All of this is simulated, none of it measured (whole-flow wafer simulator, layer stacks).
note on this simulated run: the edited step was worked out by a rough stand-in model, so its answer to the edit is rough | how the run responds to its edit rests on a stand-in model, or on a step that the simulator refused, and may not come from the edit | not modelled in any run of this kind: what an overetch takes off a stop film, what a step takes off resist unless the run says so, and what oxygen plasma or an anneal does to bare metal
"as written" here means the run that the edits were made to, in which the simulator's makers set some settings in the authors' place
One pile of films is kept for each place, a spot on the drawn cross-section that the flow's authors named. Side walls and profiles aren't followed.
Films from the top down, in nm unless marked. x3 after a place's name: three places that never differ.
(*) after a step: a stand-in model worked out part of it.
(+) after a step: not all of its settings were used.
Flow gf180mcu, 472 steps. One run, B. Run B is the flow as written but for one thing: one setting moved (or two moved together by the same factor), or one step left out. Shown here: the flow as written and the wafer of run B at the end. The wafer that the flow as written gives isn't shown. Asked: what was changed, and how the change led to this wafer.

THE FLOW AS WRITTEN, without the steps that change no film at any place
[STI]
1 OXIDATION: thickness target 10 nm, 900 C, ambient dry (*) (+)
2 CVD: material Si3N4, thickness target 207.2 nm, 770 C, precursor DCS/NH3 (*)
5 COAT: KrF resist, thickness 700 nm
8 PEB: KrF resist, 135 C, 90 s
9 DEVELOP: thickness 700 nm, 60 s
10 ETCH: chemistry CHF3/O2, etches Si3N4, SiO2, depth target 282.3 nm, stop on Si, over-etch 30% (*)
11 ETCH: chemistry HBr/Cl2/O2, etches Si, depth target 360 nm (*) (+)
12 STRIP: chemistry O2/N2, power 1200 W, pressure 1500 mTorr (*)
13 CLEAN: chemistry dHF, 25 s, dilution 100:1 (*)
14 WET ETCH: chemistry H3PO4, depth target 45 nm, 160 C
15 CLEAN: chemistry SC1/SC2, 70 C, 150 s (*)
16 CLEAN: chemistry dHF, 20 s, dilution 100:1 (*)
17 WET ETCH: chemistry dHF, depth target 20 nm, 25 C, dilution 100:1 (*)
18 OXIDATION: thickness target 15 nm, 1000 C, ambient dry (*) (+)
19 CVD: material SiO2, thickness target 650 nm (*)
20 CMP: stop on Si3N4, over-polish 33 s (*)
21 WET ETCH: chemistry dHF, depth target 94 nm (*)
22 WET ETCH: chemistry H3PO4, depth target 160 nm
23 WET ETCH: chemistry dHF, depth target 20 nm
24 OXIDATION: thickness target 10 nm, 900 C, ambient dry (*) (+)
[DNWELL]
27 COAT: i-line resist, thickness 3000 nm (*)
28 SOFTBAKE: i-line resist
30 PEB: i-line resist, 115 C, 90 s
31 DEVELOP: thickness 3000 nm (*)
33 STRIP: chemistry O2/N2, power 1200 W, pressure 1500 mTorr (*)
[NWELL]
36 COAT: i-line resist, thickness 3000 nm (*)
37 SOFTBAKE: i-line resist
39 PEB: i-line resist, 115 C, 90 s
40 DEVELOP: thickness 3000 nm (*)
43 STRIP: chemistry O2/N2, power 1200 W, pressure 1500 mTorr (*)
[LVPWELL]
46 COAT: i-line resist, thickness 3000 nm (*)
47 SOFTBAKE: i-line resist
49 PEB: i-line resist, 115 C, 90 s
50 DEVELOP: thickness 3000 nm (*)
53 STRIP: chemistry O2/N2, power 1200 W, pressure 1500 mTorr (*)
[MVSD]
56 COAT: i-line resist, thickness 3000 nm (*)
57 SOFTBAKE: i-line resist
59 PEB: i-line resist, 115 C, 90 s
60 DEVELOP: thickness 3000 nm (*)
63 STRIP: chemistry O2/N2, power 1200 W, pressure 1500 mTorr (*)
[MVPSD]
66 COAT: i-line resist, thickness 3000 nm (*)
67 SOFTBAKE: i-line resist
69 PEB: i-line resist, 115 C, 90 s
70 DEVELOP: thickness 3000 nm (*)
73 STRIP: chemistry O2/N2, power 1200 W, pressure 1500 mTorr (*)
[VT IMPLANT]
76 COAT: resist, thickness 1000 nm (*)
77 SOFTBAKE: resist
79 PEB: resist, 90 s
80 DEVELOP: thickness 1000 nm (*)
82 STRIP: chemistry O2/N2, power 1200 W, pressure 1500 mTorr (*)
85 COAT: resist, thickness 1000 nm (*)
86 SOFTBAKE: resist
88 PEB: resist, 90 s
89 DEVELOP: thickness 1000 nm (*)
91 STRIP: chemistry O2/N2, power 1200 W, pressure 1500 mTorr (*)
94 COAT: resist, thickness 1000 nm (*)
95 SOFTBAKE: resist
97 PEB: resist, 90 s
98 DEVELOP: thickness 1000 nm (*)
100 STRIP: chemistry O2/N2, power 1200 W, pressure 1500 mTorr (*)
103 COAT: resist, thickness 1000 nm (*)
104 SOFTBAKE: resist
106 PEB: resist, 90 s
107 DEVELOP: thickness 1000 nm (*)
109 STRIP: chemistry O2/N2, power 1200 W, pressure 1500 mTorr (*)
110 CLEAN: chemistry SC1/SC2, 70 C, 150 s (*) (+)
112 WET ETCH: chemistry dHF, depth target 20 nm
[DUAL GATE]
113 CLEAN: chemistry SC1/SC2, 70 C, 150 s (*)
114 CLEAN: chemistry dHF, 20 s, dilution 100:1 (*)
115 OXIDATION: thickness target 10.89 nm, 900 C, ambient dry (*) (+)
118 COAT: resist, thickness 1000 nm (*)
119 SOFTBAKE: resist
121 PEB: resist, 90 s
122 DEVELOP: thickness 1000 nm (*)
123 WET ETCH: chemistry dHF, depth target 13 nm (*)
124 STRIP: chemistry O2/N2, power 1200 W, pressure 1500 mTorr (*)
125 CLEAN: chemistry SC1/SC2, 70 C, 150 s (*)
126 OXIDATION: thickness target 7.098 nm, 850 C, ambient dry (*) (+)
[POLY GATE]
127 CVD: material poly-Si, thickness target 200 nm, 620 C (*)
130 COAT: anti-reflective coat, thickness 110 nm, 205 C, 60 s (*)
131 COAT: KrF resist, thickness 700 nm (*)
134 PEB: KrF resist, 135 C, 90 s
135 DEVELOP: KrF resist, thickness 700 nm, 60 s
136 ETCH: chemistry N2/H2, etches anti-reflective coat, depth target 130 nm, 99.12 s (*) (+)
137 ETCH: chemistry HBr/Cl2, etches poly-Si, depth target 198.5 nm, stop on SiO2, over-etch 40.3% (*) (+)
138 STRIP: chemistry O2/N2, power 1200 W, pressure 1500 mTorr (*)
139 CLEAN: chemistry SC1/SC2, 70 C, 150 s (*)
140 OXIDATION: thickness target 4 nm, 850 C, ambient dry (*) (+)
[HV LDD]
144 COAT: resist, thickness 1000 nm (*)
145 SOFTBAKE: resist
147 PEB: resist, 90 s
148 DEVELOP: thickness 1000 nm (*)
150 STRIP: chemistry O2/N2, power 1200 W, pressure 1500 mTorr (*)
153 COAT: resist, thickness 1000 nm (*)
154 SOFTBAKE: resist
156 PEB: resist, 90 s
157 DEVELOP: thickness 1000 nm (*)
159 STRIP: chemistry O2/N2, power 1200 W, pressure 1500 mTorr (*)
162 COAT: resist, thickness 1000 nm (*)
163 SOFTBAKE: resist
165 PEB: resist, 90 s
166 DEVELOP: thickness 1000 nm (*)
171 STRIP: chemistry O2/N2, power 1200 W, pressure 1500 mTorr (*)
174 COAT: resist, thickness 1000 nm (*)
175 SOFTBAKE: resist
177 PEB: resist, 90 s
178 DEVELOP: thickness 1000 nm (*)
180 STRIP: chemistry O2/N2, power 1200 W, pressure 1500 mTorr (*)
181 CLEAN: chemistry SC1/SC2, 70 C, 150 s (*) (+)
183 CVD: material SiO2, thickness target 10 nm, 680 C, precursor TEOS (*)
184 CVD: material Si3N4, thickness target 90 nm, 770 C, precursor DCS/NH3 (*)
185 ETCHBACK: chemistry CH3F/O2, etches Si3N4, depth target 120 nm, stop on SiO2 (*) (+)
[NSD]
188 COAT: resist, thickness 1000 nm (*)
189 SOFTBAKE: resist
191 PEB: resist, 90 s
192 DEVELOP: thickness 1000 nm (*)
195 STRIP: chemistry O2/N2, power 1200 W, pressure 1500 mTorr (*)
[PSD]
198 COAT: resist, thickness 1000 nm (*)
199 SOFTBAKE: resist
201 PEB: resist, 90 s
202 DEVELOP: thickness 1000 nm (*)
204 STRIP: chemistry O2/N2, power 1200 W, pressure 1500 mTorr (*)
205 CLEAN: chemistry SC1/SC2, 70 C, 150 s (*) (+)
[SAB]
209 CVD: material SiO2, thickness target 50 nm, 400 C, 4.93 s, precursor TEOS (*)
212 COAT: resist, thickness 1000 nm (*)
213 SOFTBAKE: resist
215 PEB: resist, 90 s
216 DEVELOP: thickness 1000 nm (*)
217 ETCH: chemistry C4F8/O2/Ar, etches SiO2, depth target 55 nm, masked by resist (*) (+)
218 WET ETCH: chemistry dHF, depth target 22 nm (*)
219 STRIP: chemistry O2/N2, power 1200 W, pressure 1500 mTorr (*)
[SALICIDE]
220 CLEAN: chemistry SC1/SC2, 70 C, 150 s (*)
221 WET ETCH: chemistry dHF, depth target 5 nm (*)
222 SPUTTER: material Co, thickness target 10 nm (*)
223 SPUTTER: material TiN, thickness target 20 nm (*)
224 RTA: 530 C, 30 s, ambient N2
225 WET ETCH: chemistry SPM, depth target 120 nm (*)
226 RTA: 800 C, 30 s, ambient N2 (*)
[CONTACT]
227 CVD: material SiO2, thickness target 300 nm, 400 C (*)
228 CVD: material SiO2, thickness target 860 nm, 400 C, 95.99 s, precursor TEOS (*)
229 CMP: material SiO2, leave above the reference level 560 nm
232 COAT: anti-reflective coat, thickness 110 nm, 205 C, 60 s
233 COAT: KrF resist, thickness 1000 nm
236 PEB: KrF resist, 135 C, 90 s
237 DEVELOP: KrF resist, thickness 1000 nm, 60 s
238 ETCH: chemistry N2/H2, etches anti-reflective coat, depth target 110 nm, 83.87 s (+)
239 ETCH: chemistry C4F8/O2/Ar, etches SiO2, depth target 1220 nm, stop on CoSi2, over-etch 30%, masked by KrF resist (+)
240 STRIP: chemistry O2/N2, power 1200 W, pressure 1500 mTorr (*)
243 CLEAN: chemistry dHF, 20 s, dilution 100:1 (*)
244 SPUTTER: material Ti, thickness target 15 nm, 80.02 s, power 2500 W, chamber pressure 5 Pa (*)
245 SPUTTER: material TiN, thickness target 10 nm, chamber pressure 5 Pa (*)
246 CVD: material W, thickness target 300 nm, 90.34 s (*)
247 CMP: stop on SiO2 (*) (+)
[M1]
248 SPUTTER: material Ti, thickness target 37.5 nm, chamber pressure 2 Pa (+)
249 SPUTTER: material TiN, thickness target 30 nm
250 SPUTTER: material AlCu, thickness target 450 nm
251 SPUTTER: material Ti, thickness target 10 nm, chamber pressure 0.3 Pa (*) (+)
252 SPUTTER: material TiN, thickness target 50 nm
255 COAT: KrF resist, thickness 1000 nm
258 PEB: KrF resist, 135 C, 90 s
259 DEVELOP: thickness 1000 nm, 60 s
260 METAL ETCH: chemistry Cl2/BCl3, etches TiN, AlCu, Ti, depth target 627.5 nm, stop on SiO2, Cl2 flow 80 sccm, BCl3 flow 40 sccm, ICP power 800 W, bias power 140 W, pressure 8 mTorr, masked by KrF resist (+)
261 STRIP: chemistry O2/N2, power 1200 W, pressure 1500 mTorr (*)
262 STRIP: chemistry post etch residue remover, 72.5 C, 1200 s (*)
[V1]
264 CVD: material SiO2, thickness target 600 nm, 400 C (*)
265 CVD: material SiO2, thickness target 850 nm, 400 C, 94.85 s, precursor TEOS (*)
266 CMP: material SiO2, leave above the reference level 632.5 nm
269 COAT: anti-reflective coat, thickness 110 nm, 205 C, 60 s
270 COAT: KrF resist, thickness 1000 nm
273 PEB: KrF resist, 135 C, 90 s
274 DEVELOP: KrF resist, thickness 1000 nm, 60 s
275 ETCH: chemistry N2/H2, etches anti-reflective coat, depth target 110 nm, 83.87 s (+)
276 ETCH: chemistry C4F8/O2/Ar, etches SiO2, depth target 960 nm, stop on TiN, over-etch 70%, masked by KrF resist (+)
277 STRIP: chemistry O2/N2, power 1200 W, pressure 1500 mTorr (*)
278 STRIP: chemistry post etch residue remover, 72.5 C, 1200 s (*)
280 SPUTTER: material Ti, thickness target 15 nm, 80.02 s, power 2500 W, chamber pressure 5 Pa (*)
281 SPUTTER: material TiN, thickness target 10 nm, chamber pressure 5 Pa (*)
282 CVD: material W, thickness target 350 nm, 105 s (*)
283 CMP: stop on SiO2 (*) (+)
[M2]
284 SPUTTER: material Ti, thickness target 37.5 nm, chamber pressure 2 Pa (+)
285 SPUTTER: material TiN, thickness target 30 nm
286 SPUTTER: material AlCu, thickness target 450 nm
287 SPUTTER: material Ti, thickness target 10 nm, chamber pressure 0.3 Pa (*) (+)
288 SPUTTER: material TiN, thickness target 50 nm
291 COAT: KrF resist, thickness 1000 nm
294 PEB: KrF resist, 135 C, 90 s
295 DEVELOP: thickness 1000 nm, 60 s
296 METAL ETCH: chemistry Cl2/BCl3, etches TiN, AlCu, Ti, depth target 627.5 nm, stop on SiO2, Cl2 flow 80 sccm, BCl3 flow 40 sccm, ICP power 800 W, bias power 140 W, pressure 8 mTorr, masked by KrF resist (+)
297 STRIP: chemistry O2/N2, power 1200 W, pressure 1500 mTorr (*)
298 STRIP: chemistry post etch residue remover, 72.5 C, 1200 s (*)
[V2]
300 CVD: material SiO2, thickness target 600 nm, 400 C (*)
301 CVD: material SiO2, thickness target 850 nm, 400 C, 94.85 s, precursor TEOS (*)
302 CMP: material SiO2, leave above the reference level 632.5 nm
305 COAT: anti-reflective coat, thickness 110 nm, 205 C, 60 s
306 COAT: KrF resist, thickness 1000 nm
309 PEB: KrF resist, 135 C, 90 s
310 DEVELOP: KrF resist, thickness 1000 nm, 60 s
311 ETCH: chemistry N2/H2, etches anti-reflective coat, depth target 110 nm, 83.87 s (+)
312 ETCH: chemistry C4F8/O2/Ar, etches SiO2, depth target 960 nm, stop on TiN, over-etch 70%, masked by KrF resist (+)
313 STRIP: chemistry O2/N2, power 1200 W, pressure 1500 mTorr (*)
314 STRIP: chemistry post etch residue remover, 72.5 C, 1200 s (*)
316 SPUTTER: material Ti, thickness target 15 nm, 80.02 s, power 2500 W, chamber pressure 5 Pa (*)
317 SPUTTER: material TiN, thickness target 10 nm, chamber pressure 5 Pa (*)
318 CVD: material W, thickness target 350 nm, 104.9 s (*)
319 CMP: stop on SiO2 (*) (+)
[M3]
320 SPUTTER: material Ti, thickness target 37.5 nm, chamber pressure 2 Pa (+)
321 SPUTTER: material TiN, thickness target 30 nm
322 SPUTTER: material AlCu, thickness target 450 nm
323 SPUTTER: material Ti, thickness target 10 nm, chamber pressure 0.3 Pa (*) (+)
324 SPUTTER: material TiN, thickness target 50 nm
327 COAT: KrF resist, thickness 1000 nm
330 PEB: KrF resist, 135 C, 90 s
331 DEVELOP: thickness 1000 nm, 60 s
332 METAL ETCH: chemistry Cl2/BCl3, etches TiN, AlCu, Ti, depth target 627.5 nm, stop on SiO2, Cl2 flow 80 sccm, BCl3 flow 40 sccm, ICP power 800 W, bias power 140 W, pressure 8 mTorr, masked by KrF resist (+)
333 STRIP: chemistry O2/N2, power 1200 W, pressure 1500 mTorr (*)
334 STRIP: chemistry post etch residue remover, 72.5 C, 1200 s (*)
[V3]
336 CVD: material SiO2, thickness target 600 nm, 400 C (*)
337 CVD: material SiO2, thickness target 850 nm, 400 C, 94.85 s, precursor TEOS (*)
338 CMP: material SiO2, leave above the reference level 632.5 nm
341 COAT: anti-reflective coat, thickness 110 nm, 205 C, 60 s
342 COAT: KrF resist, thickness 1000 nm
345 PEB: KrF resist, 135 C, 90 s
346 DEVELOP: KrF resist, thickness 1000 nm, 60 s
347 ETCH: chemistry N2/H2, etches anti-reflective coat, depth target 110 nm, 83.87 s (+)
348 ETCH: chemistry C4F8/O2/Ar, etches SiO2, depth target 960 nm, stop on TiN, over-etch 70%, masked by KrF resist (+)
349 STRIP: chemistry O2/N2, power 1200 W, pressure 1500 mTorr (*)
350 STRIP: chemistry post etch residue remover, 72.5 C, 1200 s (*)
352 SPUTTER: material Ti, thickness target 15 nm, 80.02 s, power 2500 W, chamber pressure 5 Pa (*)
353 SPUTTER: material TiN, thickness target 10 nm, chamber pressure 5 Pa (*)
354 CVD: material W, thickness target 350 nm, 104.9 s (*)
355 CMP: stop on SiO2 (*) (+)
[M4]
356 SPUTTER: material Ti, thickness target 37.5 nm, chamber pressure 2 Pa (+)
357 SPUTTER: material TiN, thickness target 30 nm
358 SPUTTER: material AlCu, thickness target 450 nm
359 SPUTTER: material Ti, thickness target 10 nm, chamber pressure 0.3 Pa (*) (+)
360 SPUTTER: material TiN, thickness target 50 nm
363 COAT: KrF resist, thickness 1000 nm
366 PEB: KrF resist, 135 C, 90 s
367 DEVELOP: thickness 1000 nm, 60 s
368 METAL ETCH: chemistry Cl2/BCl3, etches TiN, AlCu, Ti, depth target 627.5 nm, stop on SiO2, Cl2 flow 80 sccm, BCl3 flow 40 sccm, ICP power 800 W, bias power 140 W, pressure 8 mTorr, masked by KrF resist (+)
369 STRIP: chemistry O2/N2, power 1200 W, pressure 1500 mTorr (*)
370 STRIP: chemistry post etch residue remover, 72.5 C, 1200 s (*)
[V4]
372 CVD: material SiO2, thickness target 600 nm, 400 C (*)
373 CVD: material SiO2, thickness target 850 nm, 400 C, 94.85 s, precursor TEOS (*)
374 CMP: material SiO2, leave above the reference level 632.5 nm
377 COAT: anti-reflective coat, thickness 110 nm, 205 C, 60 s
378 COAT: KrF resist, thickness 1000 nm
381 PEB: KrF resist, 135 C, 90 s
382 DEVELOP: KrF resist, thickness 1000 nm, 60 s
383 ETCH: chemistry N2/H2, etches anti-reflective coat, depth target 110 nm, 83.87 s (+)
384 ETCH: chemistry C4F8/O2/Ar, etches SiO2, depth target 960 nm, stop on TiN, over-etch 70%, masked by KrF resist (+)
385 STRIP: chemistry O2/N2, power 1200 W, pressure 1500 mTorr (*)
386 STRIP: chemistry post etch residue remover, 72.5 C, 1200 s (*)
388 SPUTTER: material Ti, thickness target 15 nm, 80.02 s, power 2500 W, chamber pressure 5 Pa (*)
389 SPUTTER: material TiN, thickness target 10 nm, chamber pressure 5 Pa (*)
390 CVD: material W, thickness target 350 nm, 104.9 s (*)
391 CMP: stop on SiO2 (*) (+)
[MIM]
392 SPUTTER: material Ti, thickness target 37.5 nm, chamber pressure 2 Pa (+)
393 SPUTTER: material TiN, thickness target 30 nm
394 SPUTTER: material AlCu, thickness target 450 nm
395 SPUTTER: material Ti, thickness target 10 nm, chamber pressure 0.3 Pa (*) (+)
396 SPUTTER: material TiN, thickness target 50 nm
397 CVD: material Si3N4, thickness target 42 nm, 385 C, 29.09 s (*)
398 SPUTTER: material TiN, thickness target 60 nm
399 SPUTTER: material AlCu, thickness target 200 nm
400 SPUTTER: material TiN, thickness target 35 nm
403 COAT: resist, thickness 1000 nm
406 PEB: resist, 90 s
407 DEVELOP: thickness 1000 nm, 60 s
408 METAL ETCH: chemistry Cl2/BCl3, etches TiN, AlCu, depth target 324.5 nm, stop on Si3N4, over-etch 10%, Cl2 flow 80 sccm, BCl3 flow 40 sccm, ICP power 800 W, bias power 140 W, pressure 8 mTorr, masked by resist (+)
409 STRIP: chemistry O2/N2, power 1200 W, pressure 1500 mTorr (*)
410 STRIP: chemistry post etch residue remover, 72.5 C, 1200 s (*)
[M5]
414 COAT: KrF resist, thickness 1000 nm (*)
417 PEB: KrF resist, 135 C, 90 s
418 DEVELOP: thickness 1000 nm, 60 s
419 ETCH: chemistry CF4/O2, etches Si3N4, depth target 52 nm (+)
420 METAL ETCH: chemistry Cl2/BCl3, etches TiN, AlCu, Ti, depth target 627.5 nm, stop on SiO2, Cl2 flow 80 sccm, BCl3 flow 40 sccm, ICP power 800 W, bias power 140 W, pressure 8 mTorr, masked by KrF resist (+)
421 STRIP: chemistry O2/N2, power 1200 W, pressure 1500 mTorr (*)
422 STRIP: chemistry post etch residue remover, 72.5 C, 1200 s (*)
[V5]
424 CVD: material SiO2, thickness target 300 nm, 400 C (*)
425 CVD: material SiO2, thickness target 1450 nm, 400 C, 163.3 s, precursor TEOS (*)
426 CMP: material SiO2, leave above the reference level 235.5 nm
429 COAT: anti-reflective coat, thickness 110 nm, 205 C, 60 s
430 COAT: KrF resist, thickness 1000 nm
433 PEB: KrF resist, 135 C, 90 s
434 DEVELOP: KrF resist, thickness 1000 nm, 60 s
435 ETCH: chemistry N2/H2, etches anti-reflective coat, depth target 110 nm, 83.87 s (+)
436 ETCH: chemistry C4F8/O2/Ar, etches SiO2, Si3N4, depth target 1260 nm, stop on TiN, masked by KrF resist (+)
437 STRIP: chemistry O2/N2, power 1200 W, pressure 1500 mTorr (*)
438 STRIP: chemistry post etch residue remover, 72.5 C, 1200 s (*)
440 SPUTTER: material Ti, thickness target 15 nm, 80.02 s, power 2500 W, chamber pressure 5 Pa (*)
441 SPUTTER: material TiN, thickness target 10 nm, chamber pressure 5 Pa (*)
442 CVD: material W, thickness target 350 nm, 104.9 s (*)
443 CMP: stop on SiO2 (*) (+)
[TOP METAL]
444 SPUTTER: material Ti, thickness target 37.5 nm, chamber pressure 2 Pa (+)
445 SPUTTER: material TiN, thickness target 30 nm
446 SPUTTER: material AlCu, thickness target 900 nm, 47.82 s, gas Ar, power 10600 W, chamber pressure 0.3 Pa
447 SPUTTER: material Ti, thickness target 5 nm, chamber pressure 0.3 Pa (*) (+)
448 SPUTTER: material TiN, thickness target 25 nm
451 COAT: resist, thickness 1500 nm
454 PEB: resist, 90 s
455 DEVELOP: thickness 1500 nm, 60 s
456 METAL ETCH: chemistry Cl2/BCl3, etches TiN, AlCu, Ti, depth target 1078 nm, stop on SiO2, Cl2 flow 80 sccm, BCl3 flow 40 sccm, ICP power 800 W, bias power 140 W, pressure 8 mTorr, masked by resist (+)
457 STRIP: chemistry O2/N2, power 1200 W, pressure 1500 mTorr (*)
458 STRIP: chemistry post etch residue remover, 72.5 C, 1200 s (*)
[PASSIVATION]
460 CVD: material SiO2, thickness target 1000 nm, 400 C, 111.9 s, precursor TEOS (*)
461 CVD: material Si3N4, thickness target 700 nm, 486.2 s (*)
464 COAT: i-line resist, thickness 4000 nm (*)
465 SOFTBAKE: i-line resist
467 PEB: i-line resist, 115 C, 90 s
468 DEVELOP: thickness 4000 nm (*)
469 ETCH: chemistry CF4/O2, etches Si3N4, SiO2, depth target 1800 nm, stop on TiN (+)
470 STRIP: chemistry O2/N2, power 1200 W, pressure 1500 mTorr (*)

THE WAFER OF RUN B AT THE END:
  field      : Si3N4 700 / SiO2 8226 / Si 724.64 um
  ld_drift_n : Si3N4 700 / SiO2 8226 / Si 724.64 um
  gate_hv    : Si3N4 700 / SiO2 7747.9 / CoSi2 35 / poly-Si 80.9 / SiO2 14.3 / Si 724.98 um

The cause: step 127, CVD: thickness target 120 nm was run, where the flow has thickness target 200 nm.

How the change led to this, step by step:
  127 CVD: material poly-Si, thickness target 200 nm, 620 C (*)
      field, field__w1, field__w2 and 89 more: poly-Si +120 (new film) (as written it would be: poly-Si +200 (new film))
  137 ETCH: chemistry HBr/Cl2, etches poly-Si, depth target 198.5 nm, stop on SiO2, over-etch 40.3% (*) (+)
      gate, gate_hv, gate_p and 25 more: KrF resist -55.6 (as written it would be: KrF resist -92.8)
      field, field__w3, field__w12 and 7 more: poly-Si -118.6 (all of it), SiO2 -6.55 (as written it would be: poly-Si -198.6 (all of it), SiO2 -0.4)
      (and at 54 more places)
  138 STRIP: chemistry O2/N2, power 1200 W, pressure 1500 mTorr (*)
      gate: chemical SiO2 +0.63 (new film), KrF resist -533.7 (all of it), anti-reflective coat -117 (all of it), poly-Si -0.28 (as written it would be: chemical SiO2 +0.62 (new film), KrF resist -496.5 (all of it), anti-reflective coat -117 (all of it), poly-Si -0.27)
      gate_hv: chemical SiO2 +0.63 (new film), KrF resist -532.5 (all of it), anti-reflective coat -109.8 (all of it), poly-Si -0.28 (as written it would be: chemical SiO2 +0.62 (new film), KrF resist -495.3 (all of it), anti-reflective coat -109.8 (all of it), poly-Si -0.27)
      (and at 26 more places)
  139 CLEAN: chemistry SC1/SC2, 70 C, 150 s (*)
      active, n_well, p_well and 7 more: SiO2 -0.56 (all of it) (as written it would be: SiO2 -0.34)
      iso_ntap_nw, iso_ptap_sub, vpnp_e: SiO2 -0.55 (all of it) (as written it would be: SiO2 -0.34)
  140 OXIDATION: thickness target 4 nm, 850 C, ambient dry (*) (+)
      active, n_well, p_well and 10 more: SiO2 +4 (new film), Si -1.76 (as written it would be: SiO2 +1.17, Si -0.51)
  144 COAT: resist, thickness 1000 nm (*)
      field_sub__w4: resist +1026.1 (new film) (as written it would be: resist +1047.6 (new film))
      gate: resist +899.7 (new film) (as written it would be: resist +837.4 (new film))
      (and at 31 more places)
  145 SOFTBAKE: resist
      ldn_sep, ldp_sep__w1: resist +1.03 (as written it would be: resist +1.69)
      ldn_sep__w1, ldp_sep: resist +1 (as written it would be: resist +1.58)
      (and at 38 more places)
  147 PEB: resist, 90 s
      ld_gate_n, ld_acc_n: resist -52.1 (as written it would be: resist -49.2)
      polyc_n, polyc_p: resist -49.9 (as written it would be: resist -46.1)
      (and at 31 more places)
  148 DEVELOP: thickness 1000 nm (*)
      gate: resist -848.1 (all of it) (as written it would be: resist -789.1 (all of it))
      npoly_u: resist -846.2 (all of it) (as written it would be: resist -790.2 (all of it))
      (and at 3 more places)
  150 STRIP: chemistry O2/N2, power 1200 W, pressure 1500 mTorr (*)
      field_sub__w4: resist -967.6 (all of it) (as written it would be: resist -988.2 (all of it))
      gate_hv: resist -849 (all of it) (as written it would be: resist -795.2 (all of it))
      (and at 26 more places)
  153 COAT: resist, thickness 1000 nm (*)
      field_sub__w4: resist +1026.1 (new film) (as written it would be: resist +1047.6 (new film))
      gate: resist +899.7 (new film) (as written it would be: resist +837.4 (new film))
      (and at 31 more places)
  154 SOFTBAKE: resist
      ldn_sep, ldp_sep__w1: resist +1.03 (as written it would be: resist +1.69)
      ldn_sep__w1, ldp_sep: resist +1 (as written it would be: resist +1.58)
      (and at 38 more places)
  156 PEB: resist, 90 s
      ld_gate_n, ld_acc_n: resist -52.1 (as written it would be: resist -49.2)
      polyc_n, polyc_p: resist -49.9 (as written it would be: resist -46.1)
      (and at 31 more places)
  157 DEVELOP: thickness 1000 nm (*)
      gate_p: resist -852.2 (all of it) (as written it would be: resist -795.2 (all of it))
      ppoly_u: resist -848.1 (all of it) (as written it would be: resist -793.1 (all of it))
      (and at 3 more places)
  159 STRIP: chemistry O2/N2, power 1200 W, pressure 1500 mTorr (*)
      field_sub__w4: resist -967.6 (all of it) (as written it would be: resist -988.2 (all of it))
      gate: resist -848.1 (all of it) (as written it would be: resist -789.1 (all of it))
      (and at 26 more places)
  162 COAT: resist, thickness 1000 nm (*)
      field_sub__w4: resist +1026.1 (new film) (as written it would be: resist +1047.6 (new film))
      gate: resist +899.7 (new film) (as written it would be: resist +837.4 (new film))
      (and at 31 more places)
  ... 34 more steps ...
  246 CVD: material W, thickness target 300 nm, 90.34 s (*)
      polyc_n, polyc_p: W +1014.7 (new film) (as written it would be: W +936 (new film))
